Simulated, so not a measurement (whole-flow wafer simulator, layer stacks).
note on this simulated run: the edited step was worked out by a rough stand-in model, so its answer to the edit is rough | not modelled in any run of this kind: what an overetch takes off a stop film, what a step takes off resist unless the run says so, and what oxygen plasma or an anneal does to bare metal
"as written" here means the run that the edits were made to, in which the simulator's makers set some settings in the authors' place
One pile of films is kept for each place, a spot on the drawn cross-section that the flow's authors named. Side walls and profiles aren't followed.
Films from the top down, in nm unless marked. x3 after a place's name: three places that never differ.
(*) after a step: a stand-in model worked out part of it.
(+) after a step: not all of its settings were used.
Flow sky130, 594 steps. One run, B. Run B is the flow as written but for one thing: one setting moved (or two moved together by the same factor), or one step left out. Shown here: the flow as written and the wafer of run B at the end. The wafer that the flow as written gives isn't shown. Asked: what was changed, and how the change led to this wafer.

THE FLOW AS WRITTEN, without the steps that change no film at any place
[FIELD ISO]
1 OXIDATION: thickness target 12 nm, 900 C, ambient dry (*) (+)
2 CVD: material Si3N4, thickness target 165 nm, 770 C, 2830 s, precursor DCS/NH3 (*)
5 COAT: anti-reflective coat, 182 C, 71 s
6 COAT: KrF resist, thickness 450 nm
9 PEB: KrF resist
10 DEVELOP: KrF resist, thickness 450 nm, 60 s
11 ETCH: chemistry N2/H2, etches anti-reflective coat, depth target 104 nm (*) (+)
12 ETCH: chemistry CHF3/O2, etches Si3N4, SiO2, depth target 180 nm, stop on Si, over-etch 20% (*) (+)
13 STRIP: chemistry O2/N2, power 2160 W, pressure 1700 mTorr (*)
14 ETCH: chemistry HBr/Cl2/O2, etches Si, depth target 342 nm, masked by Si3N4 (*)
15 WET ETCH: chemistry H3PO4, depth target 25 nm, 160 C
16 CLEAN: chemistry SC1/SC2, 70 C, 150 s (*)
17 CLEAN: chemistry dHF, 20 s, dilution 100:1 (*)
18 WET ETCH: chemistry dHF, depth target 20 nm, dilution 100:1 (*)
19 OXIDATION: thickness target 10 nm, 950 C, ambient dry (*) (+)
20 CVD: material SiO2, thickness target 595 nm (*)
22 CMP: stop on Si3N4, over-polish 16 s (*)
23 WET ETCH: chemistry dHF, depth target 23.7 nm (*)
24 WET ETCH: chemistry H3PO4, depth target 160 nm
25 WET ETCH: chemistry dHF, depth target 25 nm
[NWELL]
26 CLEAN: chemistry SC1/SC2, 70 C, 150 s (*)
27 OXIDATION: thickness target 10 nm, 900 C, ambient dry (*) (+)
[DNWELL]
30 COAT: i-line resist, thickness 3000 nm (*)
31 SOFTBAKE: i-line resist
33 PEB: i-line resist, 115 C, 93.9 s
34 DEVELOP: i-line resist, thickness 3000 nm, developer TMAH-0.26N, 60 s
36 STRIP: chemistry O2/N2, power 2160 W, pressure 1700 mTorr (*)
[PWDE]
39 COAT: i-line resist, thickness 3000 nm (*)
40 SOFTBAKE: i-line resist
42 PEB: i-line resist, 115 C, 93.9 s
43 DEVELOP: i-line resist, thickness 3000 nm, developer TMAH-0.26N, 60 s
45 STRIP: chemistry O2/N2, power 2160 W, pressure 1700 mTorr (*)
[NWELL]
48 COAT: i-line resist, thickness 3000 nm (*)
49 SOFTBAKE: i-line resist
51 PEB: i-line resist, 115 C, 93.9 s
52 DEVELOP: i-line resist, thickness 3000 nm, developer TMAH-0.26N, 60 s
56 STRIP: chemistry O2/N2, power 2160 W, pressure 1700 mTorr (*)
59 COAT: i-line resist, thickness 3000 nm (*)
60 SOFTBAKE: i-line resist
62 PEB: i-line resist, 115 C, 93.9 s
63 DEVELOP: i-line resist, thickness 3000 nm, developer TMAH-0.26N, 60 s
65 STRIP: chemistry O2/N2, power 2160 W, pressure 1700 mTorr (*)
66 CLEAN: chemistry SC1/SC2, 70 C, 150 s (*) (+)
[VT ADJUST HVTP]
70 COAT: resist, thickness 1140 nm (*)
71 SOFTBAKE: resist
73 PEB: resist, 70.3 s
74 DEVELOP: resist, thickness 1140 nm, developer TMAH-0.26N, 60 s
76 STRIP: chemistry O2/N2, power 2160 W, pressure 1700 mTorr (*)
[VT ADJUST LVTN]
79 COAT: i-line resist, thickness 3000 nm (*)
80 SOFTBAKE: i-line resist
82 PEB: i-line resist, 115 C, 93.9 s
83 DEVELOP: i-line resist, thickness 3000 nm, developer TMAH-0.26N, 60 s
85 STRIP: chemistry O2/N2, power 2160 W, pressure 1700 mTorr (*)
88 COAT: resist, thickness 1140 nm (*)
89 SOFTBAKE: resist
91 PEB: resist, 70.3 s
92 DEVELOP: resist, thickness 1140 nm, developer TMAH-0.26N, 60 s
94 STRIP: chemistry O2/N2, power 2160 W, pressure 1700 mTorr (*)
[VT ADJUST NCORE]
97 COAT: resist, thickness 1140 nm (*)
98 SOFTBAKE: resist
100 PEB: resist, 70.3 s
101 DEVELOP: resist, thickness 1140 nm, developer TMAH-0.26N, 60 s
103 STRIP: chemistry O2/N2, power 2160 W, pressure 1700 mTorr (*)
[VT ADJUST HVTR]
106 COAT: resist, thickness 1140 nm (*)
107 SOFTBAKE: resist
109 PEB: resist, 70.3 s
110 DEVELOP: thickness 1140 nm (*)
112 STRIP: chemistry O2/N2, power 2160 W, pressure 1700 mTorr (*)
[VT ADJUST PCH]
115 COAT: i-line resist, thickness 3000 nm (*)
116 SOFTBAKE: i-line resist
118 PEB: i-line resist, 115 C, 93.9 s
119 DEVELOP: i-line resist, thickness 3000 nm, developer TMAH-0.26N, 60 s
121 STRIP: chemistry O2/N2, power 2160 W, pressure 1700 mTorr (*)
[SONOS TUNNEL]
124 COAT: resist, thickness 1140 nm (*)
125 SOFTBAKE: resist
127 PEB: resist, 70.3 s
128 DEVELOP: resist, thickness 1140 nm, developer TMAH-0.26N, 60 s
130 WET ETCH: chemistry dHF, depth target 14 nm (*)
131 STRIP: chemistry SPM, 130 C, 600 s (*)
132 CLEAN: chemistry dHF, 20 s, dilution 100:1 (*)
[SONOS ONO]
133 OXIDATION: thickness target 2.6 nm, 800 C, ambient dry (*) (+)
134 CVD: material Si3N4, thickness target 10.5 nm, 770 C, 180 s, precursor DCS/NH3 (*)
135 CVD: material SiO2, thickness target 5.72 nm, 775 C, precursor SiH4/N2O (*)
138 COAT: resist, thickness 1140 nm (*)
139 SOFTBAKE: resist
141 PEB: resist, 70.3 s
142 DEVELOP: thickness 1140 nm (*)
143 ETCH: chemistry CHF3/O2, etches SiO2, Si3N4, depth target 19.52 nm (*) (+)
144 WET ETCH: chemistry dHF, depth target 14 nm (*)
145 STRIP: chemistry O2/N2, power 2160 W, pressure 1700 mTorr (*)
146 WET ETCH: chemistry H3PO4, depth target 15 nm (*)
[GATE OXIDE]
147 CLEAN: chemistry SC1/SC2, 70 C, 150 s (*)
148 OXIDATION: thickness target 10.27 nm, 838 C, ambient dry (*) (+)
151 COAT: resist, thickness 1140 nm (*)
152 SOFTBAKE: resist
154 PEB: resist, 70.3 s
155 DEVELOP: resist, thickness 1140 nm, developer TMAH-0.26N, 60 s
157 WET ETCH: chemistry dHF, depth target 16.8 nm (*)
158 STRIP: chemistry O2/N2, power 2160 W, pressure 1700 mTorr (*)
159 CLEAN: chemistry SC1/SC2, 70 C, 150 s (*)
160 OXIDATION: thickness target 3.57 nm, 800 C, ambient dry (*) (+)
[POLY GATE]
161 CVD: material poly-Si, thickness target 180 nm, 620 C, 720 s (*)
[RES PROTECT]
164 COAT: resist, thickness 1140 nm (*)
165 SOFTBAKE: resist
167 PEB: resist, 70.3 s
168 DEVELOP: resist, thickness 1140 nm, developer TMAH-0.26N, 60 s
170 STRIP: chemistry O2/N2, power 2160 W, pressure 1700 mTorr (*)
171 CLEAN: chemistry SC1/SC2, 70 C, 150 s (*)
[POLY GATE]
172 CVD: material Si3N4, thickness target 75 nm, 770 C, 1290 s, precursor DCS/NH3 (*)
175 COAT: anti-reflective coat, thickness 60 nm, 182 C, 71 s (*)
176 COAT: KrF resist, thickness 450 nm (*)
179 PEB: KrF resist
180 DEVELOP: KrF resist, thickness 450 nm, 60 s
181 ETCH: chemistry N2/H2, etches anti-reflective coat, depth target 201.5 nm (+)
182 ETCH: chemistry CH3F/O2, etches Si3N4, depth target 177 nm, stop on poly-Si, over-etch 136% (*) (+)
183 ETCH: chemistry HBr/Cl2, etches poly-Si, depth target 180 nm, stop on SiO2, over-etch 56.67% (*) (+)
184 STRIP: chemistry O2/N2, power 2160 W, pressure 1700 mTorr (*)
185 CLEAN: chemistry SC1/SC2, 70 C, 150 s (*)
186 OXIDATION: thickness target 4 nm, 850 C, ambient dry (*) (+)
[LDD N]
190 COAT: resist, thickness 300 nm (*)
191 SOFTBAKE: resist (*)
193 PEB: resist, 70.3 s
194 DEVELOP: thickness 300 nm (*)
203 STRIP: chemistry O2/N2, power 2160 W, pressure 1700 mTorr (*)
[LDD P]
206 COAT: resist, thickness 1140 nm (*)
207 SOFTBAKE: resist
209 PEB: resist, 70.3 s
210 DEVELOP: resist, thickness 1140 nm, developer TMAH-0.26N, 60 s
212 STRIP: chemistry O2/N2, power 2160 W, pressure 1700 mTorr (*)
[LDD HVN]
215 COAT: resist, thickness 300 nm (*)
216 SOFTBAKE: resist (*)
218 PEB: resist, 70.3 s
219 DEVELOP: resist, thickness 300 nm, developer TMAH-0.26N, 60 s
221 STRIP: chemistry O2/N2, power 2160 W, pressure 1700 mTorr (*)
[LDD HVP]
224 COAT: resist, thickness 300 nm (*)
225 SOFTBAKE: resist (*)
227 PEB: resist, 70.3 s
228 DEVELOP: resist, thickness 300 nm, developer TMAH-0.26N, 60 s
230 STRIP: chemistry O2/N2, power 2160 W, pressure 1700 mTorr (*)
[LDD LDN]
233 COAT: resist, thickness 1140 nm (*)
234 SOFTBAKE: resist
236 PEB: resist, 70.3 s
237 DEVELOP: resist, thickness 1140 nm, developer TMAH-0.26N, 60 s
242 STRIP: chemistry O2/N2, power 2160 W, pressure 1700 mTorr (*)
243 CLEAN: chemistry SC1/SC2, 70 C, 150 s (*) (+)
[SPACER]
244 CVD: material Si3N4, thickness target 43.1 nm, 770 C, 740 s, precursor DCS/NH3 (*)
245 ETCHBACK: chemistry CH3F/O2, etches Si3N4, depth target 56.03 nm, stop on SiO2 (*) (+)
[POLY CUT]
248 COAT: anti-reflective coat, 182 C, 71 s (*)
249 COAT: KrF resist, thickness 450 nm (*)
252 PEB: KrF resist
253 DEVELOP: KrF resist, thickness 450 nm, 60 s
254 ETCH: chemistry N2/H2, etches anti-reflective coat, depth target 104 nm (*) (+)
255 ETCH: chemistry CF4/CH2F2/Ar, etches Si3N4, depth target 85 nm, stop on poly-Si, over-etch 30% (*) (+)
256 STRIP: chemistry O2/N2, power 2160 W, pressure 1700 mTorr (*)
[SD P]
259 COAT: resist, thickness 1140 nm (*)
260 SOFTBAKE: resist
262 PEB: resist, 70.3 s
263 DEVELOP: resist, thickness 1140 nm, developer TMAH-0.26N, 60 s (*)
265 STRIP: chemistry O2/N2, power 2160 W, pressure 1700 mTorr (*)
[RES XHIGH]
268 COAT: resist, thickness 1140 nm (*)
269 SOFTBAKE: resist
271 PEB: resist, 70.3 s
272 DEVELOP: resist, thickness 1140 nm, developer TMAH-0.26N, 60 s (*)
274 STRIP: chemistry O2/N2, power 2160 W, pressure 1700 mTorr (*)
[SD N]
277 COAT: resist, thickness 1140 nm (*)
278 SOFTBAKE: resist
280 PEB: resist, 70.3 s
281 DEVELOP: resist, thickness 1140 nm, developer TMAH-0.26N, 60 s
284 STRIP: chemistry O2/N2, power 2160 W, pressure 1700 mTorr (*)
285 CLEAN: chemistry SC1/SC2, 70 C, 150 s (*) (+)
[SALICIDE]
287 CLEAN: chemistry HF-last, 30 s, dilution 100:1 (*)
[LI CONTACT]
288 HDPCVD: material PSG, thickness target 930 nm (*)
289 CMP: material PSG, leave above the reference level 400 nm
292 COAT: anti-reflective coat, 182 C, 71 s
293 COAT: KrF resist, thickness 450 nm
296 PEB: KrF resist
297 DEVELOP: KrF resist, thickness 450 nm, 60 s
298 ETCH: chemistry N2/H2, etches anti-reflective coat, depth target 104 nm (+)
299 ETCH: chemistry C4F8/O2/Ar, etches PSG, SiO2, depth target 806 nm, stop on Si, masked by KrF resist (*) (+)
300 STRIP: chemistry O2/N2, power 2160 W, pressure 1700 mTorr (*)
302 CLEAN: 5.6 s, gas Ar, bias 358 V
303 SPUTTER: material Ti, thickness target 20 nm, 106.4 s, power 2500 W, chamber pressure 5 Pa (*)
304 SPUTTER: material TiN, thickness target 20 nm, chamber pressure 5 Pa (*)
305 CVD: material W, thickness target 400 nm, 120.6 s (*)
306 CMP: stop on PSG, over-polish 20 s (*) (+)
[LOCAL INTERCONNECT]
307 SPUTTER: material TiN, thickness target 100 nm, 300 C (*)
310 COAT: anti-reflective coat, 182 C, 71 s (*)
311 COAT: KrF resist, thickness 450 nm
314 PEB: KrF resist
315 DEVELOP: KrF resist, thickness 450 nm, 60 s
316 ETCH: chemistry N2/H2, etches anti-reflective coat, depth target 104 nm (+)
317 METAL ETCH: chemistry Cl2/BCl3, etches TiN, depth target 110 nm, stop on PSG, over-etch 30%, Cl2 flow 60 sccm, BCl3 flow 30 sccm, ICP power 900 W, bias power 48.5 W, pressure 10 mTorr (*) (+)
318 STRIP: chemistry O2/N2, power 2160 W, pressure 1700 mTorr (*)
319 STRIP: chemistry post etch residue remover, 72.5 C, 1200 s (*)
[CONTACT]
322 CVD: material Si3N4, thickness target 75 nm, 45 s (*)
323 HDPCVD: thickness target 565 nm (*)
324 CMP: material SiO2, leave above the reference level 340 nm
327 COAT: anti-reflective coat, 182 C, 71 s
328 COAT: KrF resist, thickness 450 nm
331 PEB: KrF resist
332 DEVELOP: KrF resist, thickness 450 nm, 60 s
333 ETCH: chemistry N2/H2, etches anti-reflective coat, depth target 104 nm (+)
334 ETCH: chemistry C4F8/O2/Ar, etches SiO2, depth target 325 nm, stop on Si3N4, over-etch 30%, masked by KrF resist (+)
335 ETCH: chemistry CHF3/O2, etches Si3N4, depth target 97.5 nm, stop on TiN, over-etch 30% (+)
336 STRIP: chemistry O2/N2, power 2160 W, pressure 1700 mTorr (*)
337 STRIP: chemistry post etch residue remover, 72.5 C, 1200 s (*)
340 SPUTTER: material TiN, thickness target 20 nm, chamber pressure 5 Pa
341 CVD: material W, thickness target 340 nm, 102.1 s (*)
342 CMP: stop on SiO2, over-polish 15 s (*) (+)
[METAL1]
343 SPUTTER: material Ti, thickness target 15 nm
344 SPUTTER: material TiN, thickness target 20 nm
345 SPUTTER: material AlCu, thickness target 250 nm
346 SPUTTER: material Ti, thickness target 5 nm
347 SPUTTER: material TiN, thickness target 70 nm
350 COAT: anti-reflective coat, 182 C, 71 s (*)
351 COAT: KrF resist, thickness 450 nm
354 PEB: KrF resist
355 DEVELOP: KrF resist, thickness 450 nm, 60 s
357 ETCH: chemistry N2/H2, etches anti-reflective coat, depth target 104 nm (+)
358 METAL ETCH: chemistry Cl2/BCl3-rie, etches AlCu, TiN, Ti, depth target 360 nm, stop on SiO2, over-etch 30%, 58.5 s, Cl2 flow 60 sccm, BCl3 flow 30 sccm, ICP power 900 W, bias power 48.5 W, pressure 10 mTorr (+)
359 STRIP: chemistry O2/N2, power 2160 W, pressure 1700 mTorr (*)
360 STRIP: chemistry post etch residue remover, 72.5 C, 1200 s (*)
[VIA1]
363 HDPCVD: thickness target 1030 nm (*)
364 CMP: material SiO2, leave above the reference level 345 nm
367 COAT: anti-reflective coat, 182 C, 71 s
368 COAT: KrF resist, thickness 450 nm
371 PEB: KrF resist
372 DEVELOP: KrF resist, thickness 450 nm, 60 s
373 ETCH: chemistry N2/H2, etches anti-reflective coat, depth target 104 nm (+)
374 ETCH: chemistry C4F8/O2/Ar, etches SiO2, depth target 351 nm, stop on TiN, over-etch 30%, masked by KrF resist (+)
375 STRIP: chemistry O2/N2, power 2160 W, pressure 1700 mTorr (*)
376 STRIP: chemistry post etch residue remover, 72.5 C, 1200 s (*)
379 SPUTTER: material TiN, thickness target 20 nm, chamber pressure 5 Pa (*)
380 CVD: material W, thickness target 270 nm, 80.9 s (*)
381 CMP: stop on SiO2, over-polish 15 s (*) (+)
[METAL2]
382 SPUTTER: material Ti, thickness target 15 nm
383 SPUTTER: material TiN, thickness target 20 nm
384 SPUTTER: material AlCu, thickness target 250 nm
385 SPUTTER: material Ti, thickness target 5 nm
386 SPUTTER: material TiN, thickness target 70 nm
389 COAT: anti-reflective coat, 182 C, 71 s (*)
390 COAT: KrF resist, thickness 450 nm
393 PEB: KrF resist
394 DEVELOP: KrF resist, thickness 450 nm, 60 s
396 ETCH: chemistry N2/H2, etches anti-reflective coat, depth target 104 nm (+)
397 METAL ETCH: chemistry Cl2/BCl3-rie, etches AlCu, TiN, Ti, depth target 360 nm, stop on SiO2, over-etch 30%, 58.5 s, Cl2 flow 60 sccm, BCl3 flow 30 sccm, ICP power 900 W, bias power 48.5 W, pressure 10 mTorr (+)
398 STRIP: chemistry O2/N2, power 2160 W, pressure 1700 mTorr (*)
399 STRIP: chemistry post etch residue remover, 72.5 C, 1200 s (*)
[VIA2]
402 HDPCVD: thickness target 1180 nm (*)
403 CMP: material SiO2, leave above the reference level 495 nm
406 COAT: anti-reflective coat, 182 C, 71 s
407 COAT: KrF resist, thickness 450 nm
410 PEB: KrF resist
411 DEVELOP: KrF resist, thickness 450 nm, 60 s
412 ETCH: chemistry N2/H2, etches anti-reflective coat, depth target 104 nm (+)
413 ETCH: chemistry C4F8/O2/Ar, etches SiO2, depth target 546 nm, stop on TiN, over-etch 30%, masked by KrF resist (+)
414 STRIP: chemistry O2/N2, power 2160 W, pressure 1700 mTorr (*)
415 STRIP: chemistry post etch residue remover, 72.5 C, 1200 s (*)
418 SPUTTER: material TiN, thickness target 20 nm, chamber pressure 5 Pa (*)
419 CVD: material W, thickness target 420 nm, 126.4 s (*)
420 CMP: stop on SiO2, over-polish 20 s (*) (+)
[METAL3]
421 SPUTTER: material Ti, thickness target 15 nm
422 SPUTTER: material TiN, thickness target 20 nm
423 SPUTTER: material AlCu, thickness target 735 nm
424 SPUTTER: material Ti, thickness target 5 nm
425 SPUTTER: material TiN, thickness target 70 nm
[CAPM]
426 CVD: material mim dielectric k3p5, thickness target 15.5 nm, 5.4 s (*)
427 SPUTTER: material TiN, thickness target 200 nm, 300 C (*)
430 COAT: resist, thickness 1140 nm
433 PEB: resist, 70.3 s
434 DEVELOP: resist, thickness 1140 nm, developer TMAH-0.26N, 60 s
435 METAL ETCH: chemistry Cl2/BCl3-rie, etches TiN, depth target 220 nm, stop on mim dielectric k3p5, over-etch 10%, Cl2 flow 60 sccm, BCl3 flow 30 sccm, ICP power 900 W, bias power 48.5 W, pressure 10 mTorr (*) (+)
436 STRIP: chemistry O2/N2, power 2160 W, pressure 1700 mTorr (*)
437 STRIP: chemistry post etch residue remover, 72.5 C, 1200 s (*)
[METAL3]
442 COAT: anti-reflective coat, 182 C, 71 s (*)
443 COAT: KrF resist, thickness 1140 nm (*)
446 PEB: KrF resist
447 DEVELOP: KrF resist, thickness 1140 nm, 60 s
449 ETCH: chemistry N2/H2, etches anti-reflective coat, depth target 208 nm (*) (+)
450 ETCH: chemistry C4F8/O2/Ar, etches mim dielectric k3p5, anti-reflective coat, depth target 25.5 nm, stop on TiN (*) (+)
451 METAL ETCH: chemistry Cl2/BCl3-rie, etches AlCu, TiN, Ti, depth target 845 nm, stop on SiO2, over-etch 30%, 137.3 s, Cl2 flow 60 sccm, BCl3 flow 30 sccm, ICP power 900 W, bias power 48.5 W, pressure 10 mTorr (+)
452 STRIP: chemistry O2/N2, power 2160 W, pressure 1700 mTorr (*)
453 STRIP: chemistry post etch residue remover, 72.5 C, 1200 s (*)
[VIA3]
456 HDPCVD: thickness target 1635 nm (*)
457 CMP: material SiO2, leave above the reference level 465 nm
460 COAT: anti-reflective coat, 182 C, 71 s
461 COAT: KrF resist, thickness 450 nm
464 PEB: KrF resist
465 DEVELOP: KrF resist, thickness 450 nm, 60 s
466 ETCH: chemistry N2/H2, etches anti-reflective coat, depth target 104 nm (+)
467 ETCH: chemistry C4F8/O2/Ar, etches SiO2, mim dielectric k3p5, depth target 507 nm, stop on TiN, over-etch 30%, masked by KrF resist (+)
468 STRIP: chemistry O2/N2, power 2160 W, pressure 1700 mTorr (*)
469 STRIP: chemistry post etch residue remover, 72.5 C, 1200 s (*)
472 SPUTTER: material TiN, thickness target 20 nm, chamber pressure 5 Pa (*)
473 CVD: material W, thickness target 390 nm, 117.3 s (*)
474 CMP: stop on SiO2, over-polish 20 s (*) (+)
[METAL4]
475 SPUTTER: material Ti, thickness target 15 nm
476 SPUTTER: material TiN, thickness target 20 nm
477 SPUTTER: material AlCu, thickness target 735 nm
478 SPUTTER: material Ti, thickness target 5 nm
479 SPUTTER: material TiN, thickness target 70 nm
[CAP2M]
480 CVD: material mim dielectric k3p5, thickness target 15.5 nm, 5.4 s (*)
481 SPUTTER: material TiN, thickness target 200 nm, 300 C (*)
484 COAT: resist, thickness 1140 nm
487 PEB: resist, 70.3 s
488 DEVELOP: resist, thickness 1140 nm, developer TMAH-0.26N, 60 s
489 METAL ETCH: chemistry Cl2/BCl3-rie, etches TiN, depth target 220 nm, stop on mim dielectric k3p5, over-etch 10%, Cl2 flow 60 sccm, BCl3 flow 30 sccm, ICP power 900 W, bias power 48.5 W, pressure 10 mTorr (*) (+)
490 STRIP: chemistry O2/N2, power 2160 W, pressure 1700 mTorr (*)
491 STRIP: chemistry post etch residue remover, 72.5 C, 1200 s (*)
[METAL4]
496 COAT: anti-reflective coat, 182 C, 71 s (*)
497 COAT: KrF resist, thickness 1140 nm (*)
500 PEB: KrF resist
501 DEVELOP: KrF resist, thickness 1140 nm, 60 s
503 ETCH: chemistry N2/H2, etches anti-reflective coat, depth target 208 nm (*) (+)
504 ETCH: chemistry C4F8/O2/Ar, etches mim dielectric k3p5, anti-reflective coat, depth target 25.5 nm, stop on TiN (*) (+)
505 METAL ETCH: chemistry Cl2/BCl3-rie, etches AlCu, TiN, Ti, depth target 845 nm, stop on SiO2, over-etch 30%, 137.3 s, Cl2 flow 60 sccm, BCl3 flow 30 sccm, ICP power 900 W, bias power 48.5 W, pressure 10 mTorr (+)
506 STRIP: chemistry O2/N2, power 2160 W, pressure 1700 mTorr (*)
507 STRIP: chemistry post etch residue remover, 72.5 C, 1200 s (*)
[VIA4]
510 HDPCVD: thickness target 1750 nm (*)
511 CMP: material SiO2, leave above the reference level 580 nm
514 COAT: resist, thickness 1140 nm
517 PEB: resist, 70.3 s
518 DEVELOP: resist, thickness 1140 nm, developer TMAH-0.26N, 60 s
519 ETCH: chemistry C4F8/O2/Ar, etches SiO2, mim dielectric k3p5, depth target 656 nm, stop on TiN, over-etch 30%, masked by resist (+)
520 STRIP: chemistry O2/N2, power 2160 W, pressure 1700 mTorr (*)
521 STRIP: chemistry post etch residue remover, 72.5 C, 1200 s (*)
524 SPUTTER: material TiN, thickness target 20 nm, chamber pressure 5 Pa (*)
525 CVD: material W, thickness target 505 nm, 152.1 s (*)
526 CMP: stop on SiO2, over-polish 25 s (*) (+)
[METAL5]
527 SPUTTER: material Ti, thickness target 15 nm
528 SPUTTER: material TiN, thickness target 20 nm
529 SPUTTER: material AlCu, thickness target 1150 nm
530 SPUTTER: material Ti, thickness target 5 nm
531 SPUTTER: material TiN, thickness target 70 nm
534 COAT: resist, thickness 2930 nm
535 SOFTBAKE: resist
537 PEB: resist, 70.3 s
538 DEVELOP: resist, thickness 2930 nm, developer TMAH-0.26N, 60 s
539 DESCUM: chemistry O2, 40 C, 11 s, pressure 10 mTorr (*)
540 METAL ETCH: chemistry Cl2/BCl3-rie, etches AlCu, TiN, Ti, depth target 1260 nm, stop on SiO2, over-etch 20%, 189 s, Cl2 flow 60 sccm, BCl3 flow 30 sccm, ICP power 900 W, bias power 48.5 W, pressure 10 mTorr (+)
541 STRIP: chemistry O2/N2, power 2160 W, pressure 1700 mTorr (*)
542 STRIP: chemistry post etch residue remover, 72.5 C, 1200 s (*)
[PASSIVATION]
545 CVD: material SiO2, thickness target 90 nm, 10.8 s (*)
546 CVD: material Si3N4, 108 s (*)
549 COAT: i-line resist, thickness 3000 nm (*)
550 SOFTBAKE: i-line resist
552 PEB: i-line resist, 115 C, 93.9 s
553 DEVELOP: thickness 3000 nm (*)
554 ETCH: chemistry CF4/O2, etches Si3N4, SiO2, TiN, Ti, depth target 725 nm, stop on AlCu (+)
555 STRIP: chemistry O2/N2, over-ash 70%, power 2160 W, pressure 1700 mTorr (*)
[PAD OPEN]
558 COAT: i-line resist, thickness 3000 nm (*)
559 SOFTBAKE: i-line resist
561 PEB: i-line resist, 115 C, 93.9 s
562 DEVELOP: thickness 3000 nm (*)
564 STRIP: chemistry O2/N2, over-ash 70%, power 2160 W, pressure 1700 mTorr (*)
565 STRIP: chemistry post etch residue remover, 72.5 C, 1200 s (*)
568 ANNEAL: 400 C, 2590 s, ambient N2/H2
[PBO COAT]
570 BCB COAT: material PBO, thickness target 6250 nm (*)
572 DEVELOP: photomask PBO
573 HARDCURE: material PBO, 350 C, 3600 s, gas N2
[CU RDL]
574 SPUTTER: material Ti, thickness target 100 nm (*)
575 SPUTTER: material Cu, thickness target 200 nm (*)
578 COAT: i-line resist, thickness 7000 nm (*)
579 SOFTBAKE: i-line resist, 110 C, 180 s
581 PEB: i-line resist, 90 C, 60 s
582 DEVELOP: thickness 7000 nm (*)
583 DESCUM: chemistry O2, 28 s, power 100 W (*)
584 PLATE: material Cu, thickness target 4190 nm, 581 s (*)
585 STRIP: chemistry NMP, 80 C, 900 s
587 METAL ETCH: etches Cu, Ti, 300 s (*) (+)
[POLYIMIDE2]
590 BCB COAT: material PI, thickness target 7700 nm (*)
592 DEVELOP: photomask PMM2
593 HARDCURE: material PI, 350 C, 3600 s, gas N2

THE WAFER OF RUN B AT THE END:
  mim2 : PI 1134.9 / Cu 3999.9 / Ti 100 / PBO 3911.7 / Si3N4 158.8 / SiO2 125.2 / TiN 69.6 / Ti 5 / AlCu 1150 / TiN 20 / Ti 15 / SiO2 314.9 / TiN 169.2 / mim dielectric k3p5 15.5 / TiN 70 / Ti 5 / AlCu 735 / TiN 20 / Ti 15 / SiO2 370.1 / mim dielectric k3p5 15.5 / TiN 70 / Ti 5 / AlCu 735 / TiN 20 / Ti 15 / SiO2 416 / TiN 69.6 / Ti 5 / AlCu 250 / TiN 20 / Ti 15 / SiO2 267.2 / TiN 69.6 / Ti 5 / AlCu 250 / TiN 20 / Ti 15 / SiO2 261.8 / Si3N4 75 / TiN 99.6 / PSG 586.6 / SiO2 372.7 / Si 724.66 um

The cause: step 481, SPUTTER: thickness target 170 nm was run, where the flow has thickness target 200 nm.

How the change led to this, step by step:
  481 SPUTTER: material TiN, thickness target 200 nm, 300 C (*)
      field, active, n_well and 189 more: TiN +170 (new film) (as written it would be: TiN +200 (new film))
  489 METAL ETCH: chemistry Cl2/BCl3-rie, etches TiN, depth target 220 nm, stop on mim dielectric k3p5, over-etch 10%, Cl2 flow 60 sccm, BCl3 flow 30 sccm, ICP power 900 W, bias power 48.5 W, pressure 10 mTorr (*) (+)
      field, active, n_well and 188 more: TiN -170 (all of it) (as written it would be: TiN -200 (all of it))
      mim2: resist -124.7 (as written it would be: resist -146.7)
  490 STRIP: chemistry O2/N2, power 2160 W, pressure 1700 mTorr (*)
      mim2: resist -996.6 (all of it) (as written it would be: resist -974.6 (all of it))
  496 COAT: anti-reflective coat, 182 C, 71 s (*)
      iso_guard__w2: anti-reflective coat +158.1 (new film) (as written it would be: anti-reflective coat +177.8 (new film))
      mim2: anti-reflective coat +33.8 (new film) (as written it would be: anti-reflective coat +40.3 (new film))
  497 COAT: KrF resist, thickness 1140 nm (*)
      mim2: KrF resist +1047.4 (new film) (as written it would be: KrF resist +1018.9 (new film))
  506 STRIP: chemistry O2/N2, power 2160 W, pressure 1700 mTorr (*)
      iso_guard__w2: KrF resist -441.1 (all of it), anti-reflective coat -158.1 (all of it) (as written it would be: KrF resist -427.9 (all of it), anti-reflective coat -177.8 (all of it))
      mim2: KrF resist -400.6 (all of it), anti-reflective coat -33.8 (all of it) (as written it would be: KrF resist -372.1 (all of it), anti-reflective coat -40.3 (all of it))
  511 CMP: material SiO2, leave above the reference level 580 nm
      mim2: SiO2 -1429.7 (as written it would be: SiO2 -1459.7)
